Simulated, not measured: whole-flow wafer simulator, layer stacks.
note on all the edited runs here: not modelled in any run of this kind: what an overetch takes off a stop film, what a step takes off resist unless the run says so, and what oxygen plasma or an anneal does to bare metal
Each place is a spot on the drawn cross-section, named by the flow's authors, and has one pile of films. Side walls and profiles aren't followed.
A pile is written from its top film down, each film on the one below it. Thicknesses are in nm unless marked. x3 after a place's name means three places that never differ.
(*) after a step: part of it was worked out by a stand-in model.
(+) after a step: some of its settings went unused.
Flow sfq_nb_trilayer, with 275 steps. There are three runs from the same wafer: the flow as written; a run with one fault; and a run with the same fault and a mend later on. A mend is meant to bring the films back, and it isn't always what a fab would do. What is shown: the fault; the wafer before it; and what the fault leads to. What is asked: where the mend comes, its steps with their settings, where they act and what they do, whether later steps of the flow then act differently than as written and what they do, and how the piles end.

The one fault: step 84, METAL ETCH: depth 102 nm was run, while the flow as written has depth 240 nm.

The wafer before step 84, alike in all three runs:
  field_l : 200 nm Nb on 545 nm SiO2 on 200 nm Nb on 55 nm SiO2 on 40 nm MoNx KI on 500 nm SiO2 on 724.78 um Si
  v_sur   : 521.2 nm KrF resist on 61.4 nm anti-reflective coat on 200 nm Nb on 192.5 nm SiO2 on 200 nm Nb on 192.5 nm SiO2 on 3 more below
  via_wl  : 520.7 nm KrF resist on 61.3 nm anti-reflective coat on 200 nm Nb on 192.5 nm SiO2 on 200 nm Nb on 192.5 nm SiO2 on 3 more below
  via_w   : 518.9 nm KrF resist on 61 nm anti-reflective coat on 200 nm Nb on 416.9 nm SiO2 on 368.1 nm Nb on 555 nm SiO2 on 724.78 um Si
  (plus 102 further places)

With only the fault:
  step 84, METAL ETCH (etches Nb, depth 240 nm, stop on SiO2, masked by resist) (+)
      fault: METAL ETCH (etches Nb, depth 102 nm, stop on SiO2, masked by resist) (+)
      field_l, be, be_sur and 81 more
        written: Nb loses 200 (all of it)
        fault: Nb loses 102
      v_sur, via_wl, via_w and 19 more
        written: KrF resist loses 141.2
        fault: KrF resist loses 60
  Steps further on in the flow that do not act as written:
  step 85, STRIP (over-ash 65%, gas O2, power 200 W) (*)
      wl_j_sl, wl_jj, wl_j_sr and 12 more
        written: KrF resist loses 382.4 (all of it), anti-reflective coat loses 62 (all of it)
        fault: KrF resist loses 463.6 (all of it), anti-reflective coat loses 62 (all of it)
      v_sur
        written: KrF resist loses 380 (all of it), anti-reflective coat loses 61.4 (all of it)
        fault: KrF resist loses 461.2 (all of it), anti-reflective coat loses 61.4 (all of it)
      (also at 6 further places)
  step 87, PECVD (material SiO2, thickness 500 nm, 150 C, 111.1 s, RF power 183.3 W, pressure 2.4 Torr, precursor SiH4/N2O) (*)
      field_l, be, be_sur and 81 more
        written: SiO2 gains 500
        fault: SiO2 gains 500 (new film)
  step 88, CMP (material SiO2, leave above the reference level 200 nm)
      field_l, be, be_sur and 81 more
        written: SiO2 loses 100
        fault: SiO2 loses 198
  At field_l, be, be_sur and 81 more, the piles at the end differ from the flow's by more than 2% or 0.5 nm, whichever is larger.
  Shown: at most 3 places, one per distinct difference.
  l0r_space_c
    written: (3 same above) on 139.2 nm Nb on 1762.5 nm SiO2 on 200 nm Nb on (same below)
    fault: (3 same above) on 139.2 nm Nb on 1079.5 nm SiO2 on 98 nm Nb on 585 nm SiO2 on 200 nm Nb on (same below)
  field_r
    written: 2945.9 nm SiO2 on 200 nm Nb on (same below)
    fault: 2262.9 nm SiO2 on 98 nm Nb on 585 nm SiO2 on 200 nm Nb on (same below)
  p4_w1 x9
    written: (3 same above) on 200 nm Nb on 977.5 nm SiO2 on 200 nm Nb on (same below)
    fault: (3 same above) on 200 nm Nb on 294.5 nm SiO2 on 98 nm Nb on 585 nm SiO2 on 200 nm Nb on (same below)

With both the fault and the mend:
  The mend stands after step 84.
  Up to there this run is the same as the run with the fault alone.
  step 84a, METAL ETCH (etches Nb, depth 138 nm, stop on SiO2, masked by resist) (+) (the flow's step 84, run once more with other settings)
      field_l, be, be_sur and 81 more
        Nb loses 98 (all of it)
      v_sur, via_wl, via_w and 19 more
        KrF resist loses 81.2
  Every later step of the flow that is run acts as written at every place that is followed.
  At every place that both follow, the piles at the end match the flow's.
